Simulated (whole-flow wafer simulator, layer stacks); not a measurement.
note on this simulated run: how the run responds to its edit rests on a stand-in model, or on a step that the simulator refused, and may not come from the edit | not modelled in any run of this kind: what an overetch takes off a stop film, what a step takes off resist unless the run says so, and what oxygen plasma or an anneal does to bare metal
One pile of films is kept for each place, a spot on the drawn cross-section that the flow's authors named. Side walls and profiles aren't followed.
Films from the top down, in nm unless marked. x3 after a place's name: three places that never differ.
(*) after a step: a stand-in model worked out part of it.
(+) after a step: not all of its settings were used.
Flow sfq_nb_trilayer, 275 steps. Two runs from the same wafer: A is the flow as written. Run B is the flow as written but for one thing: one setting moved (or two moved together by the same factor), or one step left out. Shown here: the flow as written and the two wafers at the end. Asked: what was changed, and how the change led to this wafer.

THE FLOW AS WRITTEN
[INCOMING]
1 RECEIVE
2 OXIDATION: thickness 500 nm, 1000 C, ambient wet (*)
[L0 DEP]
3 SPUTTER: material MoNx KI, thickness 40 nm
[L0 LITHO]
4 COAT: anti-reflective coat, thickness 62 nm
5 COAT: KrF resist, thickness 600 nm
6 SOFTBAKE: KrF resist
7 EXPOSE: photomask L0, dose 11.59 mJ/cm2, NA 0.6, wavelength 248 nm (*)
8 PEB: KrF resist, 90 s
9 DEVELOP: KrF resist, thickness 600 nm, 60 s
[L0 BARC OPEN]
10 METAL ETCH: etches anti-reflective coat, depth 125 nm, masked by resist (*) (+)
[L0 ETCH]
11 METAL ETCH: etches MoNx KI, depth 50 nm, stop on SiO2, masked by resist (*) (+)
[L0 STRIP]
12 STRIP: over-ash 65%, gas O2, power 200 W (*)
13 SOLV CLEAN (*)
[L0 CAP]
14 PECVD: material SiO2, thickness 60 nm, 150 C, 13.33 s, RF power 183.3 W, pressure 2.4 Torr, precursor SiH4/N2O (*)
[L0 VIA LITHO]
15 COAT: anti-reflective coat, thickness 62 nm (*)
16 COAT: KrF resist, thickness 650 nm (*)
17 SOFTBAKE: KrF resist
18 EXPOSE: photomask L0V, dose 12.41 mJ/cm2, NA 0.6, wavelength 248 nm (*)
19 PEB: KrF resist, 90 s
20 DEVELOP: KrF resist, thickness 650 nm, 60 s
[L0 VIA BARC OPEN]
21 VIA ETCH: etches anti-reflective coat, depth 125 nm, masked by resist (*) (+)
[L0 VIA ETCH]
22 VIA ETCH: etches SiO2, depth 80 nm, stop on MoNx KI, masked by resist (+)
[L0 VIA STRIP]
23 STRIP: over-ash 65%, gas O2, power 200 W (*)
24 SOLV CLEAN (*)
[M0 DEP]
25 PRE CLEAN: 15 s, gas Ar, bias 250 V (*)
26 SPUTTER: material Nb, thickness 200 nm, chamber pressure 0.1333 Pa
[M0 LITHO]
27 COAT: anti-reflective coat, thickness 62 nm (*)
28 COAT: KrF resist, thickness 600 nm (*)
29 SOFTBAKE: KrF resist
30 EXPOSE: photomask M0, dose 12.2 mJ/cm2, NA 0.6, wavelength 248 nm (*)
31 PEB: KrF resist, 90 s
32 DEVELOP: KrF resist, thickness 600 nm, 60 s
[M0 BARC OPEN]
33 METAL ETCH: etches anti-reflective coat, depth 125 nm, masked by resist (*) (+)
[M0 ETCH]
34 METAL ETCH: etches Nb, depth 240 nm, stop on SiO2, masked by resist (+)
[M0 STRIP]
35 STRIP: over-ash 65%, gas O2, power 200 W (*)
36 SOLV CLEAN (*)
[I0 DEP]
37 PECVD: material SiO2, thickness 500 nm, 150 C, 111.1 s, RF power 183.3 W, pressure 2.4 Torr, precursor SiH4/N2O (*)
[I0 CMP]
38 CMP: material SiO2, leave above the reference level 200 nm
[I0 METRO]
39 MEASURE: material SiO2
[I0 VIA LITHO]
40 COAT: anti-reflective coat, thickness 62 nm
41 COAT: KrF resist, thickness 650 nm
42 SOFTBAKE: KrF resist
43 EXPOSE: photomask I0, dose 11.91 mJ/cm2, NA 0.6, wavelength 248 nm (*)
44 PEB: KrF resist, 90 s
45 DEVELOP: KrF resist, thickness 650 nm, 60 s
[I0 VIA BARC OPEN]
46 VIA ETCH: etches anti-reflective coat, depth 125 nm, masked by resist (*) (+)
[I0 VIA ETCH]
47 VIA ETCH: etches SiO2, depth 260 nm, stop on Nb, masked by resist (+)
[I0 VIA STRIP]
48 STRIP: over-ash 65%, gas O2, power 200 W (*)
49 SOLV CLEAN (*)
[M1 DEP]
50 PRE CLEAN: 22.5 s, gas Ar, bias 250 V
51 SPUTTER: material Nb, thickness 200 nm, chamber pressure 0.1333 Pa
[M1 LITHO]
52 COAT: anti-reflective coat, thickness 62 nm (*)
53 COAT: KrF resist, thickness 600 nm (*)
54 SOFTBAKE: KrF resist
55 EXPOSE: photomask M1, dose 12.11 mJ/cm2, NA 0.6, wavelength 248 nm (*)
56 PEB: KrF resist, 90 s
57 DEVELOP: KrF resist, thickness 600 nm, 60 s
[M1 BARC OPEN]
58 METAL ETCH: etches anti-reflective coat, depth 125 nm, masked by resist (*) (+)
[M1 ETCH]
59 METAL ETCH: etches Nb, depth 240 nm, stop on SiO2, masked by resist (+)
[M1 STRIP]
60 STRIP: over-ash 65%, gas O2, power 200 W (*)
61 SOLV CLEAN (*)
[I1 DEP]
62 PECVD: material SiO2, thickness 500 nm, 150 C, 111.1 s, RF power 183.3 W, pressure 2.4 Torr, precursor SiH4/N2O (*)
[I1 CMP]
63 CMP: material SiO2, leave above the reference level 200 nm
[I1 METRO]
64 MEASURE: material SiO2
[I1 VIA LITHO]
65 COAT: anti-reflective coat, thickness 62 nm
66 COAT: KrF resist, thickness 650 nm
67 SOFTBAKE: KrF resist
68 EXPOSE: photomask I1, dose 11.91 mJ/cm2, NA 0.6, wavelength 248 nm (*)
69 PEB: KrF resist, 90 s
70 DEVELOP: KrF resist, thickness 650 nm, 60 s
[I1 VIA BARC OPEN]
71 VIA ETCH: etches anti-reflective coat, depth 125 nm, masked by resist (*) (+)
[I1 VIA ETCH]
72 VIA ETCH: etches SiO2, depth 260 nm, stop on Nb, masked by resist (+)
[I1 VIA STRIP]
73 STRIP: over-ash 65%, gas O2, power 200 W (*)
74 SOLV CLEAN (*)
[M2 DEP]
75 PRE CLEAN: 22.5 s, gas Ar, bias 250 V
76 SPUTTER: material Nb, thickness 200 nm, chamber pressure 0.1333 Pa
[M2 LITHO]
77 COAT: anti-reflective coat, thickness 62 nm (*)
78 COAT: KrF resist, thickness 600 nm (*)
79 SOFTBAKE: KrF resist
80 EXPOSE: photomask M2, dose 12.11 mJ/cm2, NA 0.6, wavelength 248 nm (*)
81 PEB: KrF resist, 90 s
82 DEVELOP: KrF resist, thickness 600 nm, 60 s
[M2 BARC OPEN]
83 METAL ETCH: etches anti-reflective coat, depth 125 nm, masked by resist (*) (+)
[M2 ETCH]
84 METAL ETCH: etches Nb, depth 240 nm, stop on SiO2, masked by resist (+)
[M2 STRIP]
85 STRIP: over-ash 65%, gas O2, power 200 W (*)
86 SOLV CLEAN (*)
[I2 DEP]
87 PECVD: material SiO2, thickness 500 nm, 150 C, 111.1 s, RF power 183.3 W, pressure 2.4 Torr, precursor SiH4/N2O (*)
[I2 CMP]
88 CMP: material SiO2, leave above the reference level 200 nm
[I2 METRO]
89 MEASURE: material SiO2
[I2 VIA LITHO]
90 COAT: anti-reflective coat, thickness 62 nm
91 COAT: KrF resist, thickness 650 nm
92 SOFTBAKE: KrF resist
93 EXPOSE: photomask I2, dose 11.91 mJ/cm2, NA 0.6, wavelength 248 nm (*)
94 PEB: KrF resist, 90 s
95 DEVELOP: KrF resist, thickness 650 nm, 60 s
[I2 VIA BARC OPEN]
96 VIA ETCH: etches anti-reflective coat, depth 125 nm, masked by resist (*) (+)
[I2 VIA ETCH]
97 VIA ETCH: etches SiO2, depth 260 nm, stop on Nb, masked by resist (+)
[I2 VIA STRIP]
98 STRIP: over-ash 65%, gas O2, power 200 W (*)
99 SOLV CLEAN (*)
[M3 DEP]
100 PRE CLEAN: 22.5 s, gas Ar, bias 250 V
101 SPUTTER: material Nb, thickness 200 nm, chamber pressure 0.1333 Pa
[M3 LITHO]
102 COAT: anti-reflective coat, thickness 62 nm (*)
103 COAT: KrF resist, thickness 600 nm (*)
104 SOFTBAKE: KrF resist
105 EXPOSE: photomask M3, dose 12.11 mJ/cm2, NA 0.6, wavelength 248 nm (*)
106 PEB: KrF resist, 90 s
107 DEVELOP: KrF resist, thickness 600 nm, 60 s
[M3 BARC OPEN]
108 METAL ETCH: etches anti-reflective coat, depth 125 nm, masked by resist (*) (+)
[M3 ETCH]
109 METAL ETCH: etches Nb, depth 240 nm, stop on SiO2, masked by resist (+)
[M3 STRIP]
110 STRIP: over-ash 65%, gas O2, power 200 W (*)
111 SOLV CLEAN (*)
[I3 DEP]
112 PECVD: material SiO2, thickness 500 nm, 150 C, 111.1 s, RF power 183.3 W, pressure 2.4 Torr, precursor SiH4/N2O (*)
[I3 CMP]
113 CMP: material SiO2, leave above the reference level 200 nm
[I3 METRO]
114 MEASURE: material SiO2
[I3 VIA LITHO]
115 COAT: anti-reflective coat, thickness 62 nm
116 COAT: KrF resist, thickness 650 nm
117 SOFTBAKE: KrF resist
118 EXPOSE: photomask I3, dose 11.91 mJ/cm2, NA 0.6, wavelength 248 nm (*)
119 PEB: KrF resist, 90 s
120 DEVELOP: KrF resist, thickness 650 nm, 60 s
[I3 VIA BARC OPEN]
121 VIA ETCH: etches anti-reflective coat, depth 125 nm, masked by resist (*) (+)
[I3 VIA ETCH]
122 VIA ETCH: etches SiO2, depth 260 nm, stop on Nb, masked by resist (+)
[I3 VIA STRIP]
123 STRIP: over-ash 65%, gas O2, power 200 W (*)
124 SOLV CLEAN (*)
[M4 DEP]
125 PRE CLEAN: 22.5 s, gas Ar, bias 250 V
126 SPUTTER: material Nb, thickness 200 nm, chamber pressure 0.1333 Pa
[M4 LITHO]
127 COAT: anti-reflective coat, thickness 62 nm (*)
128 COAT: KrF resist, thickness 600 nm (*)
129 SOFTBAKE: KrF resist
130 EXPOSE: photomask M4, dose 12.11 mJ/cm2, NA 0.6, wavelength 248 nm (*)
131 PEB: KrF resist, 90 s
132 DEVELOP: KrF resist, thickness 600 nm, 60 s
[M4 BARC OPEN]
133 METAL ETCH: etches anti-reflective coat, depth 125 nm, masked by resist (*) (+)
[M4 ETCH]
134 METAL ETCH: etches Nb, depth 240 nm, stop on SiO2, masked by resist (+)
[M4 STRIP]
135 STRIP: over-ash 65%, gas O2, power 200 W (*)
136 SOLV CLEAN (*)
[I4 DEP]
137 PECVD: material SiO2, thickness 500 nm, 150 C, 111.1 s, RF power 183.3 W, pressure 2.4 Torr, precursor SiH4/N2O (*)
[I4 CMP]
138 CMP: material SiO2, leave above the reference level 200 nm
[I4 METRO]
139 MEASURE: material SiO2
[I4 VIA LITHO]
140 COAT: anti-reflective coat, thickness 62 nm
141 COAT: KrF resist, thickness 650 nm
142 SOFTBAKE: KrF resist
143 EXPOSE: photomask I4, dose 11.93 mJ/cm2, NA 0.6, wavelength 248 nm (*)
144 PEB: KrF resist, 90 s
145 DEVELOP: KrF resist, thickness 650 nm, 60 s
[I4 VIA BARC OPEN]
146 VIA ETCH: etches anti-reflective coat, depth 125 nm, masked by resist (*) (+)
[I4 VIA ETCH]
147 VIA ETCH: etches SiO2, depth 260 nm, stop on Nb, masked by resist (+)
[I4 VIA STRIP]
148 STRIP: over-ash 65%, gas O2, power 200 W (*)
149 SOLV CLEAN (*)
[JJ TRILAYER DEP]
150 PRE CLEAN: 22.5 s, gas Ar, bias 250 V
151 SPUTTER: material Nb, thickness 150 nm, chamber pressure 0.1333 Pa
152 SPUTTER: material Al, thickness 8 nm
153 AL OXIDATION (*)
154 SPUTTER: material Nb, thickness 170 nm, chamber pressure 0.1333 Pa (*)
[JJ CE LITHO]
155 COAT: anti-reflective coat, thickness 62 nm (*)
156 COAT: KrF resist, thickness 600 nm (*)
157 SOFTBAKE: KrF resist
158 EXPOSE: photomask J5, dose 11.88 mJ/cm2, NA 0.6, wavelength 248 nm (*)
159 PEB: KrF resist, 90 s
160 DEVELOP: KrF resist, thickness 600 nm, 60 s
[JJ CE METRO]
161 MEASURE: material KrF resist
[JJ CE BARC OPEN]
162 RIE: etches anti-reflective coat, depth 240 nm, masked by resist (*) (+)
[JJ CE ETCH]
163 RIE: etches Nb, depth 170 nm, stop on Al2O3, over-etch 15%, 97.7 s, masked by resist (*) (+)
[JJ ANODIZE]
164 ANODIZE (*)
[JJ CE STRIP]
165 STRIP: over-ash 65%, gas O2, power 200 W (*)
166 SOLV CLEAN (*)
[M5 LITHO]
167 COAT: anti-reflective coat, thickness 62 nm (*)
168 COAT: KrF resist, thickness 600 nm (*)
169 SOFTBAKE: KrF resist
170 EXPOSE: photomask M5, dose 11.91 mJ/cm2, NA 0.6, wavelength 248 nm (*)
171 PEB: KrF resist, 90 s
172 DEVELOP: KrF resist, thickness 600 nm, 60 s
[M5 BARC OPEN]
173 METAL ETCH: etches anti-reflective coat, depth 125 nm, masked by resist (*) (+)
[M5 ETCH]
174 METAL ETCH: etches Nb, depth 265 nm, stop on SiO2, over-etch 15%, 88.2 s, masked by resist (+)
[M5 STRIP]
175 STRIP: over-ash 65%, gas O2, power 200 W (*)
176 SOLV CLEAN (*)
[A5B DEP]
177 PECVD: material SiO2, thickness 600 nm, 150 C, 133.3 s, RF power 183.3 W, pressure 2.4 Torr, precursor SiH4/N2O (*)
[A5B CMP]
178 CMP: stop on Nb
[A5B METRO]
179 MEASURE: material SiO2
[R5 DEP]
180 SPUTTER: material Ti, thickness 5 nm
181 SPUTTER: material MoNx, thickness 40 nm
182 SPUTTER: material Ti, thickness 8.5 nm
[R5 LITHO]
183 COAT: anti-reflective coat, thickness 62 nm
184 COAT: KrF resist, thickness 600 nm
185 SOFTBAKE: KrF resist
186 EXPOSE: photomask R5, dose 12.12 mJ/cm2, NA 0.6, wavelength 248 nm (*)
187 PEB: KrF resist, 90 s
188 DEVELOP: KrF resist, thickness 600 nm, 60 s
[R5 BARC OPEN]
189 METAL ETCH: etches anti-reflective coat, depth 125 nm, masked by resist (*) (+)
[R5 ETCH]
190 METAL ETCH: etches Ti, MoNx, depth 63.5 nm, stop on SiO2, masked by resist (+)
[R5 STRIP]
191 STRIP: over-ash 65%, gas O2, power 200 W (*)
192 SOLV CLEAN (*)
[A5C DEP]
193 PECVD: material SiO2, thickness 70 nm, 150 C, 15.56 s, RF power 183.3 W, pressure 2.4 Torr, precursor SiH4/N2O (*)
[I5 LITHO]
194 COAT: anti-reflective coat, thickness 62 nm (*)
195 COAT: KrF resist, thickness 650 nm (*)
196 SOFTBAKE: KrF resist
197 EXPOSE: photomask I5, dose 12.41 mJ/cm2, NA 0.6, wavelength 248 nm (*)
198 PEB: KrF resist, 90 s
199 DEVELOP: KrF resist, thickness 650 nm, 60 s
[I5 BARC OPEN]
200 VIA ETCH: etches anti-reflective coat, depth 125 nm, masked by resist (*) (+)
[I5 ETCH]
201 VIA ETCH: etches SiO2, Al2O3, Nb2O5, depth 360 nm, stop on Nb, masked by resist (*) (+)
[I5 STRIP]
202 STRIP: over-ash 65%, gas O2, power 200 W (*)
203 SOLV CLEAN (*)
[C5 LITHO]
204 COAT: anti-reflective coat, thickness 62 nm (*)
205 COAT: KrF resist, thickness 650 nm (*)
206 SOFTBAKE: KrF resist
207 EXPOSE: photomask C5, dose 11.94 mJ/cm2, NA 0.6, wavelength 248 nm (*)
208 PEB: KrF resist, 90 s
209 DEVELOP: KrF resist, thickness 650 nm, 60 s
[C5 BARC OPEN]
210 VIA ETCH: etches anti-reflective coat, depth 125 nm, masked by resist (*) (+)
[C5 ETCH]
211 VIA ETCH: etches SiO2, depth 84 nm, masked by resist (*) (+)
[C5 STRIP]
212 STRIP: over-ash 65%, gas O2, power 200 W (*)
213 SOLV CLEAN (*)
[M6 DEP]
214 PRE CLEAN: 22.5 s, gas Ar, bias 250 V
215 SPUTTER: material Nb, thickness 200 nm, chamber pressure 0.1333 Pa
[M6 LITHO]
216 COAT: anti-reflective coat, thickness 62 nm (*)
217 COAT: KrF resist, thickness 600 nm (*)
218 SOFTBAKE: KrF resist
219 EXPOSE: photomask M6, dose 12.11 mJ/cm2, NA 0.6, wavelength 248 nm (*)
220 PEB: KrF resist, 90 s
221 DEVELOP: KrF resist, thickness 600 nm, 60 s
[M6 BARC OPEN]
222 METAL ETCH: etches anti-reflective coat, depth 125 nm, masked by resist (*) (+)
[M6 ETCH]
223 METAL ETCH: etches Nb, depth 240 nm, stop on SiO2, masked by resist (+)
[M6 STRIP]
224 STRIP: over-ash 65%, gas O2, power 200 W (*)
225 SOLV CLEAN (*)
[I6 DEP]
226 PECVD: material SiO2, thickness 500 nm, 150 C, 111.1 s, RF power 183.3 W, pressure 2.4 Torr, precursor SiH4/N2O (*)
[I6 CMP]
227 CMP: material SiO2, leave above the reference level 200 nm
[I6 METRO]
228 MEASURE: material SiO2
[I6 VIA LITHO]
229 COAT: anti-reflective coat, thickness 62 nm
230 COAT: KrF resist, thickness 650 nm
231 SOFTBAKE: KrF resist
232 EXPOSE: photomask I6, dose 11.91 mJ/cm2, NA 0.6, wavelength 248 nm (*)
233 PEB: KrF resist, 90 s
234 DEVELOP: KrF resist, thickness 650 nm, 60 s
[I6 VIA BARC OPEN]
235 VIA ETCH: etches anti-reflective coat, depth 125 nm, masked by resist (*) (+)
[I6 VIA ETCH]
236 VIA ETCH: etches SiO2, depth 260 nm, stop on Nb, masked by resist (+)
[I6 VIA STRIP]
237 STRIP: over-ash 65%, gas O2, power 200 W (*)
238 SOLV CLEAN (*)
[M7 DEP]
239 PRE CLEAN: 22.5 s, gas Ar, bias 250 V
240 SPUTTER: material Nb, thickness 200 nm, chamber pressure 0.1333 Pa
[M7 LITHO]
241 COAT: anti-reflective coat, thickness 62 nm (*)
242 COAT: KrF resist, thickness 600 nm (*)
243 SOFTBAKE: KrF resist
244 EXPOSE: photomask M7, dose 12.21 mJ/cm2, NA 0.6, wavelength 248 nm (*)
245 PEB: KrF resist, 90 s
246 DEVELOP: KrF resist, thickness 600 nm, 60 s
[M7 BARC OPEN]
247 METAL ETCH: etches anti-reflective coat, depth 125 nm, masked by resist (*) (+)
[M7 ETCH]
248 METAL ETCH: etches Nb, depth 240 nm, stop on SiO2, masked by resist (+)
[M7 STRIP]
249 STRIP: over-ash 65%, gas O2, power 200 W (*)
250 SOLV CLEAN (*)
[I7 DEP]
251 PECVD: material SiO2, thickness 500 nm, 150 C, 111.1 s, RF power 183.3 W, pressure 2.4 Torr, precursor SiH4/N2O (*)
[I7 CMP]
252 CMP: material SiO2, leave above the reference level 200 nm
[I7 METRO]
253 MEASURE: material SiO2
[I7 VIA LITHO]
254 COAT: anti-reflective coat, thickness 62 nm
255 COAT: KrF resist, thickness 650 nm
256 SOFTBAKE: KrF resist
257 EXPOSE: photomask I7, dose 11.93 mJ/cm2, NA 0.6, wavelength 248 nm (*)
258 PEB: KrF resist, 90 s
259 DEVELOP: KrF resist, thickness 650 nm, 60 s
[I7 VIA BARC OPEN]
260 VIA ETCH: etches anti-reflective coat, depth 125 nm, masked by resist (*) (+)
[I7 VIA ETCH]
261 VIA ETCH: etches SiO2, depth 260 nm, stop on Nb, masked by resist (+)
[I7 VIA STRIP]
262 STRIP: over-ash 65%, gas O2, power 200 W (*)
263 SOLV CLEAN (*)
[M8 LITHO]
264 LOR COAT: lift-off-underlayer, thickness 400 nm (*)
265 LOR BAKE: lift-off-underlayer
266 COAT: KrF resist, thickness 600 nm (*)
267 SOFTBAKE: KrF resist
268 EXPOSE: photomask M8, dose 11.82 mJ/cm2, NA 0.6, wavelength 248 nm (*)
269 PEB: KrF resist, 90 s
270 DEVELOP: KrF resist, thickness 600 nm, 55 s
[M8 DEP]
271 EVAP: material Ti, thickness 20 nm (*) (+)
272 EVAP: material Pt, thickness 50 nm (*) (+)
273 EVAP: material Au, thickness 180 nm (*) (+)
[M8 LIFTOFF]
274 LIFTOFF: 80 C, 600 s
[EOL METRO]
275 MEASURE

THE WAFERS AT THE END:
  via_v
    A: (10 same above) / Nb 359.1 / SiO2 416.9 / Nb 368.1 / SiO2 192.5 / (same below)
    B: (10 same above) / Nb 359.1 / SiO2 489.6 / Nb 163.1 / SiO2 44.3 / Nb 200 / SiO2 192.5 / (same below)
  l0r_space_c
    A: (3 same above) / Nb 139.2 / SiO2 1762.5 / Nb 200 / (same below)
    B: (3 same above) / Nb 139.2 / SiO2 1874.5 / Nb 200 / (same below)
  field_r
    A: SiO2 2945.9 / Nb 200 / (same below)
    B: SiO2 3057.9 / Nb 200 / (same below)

The cause: step 63, CMP: leave above the reference level 312 nm was run, where the flow has leave above the reference level 200 nm.

How the change led to this, step by step:
  63 CMP: material SiO2, leave above the reference level 200 nm
      field_l, be, be_sur and 72 more: A SiO2 -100 | B nothing
      lsp_m, ln_m6, lsp_r, l0_sur, l0v: A SiO2 -94.9 | B nothing
      (and at 26 more places)
  65 COAT: anti-reflective coat, thickness 62 nm
      m0r_space_l, m0r_space_r, m6r_space_l, m6r_space_r, m7r_space_l, m7r_space_r: A anti-reflective coat +62 (new film) | B anti-reflective coat +63.7 (new film)
      field_l, r5r_line_c: A anti-reflective coat +62 (new film) | B anti-reflective coat +63.9 (new film)
      (and at 16 more places)
  72 VIA ETCH: etches SiO2, depth 260 nm, stop on Nb, masked by resist (+)
      via_v: A SiO2 -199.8 (all of it) | B SiO2 -260
  73 STRIP: over-ash 65%, gas O2, power 200 W (*)
      m0r_space_l, m0r_space_r, m6r_space_l, m6r_space_r, m7r_space_l, m7r_space_r: A KrF resist -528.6 (all of it), anti-reflective coat -62 (all of it) | B KrF resist -530.6 (all of it), anti-reflective coat -63.7 (all of it)
      m5r_linepad_l, m5r_linepad_r: A KrF resist -528.6 (all of it), anti-reflective coat -62 (all of it) | B KrF resist -526.9 (all of it), anti-reflective coat -67.5 (all of it)
      (and at 16 more places)
  75 PRE CLEAN: 22.5 s, gas Ar, bias 250 V
      via_v: A Nb -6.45 | B SiO2 -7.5
  76 SPUTTER: material Nb, thickness 200 nm, chamber pressure 0.1333 Pa
      via_v: A Nb +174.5 | B Nb +163.1 (new film)
  77 COAT: anti-reflective coat, thickness 62 nm (*)
      m0r_space_l, m0r_space_r, m6r_space_l, m6r_space_r, m7r_space_l, m7r_space_r: A anti-reflective coat +62 (new film) | B anti-reflective coat +63.5 (new film)
      m5r_linepad_l, m5r_linepad_r: A anti-reflective coat +62 (new film) | B anti-reflective coat +66.6 (new film)
      (and at 17 more places)
  78 COAT: KrF resist, thickness 600 nm (*)
      via_v: A KrF resist +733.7 (new film) | B KrF resist +780.1 (new film)
  83 METAL ETCH: etches anti-reflective coat, depth 125 nm, masked by resist (*) (+)
      m0r_space_l, m0r_space_r, m6r_space_l, m6r_space_r, m7r_space_l, m7r_space_r: A anti-reflective coat -62 (all of it) | B anti-reflective coat -63.5 (all of it)
      m5r_linepad_l, m5r_linepad_r: A anti-reflective coat -62 (all of it) | B anti-reflective coat -66.6 (all of it)
      (and at 12 more places)
  85 STRIP: over-ash 65%, gas O2, power 200 W (*)
      v_sur: A KrF resist -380 (all of it), anti-reflective coat -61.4 (all of it) | B KrF resist -375.4 (all of it), anti-reflective coat -58.2 (all of it)
      via_wr: A KrF resist -374.6 (all of it), anti-reflective coat -60.8 (all of it) | B KrF resist -368.3 (all of it), anti-reflective coat -59.5 (all of it)
      (and at 3 more places)
  87 PECVD: material SiO2, thickness 500 nm, 150 C, 111.1 s, RF power 183.3 W, pressure 2.4 Torr, precursor SiH4/N2O (*)
      via_v: A SiO2 +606 (new film) | B SiO2 +678.7 (new film)
  88 CMP: material SiO2, leave above the reference level 200 nm
      field_l, be, be_sur and 72 more: A SiO2 -100 | B SiO2 -88
      lsp_m, ln_m6, lsp_r, l0_sur, l0v: A SiO2 -100 | B SiO2 -82.9
Counting metal films that touch as one body, via_v has 7 bodies (between them, from the top down: SiO2 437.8; SiO2 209 / Al2O3 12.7 / Nb2O5 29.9; SiO2 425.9; SiO2 489.6; SiO2 44.3; SiO2 192.5); the flow as written gives 6 bodies (between them, from the top down: SiO2 437.8; SiO2 209 / Al2O3 12.7 / Nb2O5 29.9; SiO2 425.9; SiO2 416.9; SiO2 192.5).
